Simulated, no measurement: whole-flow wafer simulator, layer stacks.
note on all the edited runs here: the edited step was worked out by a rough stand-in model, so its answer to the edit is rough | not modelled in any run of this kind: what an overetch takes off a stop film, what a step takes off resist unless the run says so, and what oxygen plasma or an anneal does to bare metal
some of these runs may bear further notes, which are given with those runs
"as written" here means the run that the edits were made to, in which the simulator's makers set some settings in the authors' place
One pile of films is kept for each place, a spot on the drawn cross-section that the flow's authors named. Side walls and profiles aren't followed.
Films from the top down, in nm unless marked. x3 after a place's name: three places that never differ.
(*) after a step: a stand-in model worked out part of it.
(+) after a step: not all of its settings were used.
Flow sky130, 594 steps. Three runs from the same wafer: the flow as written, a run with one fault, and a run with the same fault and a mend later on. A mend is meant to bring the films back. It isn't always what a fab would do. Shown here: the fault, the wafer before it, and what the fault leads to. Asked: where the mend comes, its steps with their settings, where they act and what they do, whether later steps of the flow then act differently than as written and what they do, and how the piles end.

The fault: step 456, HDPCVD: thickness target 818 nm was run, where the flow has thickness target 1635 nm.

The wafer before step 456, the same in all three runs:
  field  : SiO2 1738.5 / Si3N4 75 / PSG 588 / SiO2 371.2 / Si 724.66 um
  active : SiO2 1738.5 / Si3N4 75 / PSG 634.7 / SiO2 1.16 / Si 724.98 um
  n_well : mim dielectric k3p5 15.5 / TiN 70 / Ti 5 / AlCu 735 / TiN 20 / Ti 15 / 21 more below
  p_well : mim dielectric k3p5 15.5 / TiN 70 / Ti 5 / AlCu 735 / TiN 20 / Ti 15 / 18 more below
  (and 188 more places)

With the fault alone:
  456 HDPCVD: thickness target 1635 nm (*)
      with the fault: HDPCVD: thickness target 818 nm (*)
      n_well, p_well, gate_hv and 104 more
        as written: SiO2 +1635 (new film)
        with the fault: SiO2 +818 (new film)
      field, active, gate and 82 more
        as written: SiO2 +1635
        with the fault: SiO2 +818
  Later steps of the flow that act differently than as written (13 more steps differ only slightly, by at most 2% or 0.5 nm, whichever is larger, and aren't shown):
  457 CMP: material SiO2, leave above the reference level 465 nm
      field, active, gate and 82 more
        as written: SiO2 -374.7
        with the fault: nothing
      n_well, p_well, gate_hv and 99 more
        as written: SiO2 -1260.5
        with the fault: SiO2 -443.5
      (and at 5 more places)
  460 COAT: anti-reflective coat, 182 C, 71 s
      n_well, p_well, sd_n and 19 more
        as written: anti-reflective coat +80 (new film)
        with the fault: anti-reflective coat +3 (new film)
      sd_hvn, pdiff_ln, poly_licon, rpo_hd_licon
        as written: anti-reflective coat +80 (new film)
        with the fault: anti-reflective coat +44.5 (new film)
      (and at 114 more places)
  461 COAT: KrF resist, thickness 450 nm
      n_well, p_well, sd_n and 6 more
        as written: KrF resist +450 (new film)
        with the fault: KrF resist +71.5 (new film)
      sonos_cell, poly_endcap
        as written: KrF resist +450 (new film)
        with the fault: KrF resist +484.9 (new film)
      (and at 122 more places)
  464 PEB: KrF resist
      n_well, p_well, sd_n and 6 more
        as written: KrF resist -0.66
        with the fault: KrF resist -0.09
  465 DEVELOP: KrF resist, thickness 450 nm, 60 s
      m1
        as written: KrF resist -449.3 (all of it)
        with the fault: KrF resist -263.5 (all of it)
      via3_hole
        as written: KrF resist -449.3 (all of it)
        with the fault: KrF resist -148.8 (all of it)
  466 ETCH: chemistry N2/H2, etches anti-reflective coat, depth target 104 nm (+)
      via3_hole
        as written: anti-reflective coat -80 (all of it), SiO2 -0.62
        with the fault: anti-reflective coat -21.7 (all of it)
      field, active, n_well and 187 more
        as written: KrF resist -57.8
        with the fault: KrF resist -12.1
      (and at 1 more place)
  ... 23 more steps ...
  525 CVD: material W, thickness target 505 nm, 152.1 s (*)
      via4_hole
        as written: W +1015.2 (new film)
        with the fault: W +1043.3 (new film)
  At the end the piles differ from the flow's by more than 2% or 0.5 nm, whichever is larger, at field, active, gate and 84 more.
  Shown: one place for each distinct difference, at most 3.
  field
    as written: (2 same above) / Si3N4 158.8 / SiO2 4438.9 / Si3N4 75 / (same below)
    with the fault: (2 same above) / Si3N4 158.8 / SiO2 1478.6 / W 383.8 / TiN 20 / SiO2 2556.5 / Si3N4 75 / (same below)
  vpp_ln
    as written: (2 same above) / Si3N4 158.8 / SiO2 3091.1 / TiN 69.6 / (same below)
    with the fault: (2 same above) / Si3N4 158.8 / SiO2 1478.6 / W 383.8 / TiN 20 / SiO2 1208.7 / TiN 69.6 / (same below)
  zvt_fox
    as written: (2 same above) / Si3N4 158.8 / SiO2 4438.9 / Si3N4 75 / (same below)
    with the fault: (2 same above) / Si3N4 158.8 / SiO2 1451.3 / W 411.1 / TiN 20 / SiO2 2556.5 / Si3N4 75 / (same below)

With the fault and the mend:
  The mend comes after step 456.
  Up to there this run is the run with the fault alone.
  456a HDPCVD: thickness target 817 nm (*) (the flow's step 456 once more, with other settings)
      field, active, n_well and 189 more
        SiO2 +817
  No later step of the flow acts differently than as written at any place that is followed.
  At the end the piles are the same as the flow's at every place that both follow.
